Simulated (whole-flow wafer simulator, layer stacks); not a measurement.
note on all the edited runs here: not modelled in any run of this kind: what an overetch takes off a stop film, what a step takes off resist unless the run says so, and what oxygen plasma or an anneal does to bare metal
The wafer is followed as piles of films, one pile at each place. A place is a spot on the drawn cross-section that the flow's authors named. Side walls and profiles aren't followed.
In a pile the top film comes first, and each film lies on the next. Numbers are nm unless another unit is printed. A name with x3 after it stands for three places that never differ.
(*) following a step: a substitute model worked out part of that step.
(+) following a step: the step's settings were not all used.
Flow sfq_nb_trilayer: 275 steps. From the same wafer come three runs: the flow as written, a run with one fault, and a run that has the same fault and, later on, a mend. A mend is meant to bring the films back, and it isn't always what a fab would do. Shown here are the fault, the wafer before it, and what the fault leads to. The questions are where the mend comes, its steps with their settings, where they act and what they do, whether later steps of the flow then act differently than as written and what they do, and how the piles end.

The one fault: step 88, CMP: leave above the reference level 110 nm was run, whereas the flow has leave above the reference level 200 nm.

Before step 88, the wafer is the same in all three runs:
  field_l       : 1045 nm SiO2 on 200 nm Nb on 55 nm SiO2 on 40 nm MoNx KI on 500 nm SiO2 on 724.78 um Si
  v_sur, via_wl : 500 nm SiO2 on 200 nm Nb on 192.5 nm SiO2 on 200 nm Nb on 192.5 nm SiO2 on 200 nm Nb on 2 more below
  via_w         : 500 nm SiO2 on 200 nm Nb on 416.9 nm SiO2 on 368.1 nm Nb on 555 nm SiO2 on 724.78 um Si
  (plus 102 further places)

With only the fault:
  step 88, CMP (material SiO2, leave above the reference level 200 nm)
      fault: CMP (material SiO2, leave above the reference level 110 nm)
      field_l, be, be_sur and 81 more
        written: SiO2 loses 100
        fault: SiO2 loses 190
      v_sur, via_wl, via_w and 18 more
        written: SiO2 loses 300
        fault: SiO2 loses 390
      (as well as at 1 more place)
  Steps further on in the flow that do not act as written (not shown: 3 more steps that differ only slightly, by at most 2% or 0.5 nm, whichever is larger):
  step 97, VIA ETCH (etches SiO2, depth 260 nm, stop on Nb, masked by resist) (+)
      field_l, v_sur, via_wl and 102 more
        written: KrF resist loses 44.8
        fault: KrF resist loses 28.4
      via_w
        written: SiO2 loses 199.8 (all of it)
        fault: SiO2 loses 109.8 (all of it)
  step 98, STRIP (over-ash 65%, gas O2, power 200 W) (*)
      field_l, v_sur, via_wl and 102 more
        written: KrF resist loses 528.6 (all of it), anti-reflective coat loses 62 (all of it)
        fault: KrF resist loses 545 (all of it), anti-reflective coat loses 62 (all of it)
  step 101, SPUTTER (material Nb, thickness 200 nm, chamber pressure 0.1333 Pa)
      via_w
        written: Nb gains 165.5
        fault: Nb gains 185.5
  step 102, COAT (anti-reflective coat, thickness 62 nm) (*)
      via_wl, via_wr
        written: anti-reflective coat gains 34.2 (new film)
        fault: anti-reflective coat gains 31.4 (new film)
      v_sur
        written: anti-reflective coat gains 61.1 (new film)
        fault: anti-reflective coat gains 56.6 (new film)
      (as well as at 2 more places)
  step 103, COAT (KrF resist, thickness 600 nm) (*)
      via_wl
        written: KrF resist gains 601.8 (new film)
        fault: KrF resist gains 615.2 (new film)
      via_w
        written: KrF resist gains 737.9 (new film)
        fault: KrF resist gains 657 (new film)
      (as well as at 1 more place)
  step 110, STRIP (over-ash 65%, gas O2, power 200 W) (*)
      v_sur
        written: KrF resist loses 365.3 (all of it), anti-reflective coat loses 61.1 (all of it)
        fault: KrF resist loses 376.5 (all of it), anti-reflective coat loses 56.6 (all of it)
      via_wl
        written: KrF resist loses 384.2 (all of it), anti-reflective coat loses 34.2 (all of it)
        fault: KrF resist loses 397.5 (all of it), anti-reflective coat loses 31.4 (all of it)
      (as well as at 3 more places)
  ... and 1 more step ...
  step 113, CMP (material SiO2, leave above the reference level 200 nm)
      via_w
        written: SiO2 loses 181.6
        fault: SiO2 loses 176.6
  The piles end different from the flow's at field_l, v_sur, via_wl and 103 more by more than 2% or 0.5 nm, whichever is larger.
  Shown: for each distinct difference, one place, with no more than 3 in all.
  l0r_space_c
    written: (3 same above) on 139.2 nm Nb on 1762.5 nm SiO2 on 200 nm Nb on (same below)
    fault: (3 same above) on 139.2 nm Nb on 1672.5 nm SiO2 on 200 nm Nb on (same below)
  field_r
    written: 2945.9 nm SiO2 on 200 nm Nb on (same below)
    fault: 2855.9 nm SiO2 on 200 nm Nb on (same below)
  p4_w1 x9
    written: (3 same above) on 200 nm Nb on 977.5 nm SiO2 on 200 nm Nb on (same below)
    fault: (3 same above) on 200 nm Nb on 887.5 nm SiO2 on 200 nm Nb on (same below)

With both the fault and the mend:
  The mend stands after step 89.
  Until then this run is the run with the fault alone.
  step 89a, PECVD (material SiO2, thickness 90 nm, 150 C, 20 s, RF power 183.3 W, pressure 2.4 Torr, precursor SiH4/N2O) (a further turn of the flow's step 87, with different settings)
      field_l, v_sur, via_wl and 103 more
        SiO2 gains 90
  None of the later steps of the flow differs from how it acts as written, at any place that is followed, by more than 2% or 0.5 nm, whichever is larger.
  By the end, the piles equal the flow's at every place that both follow.
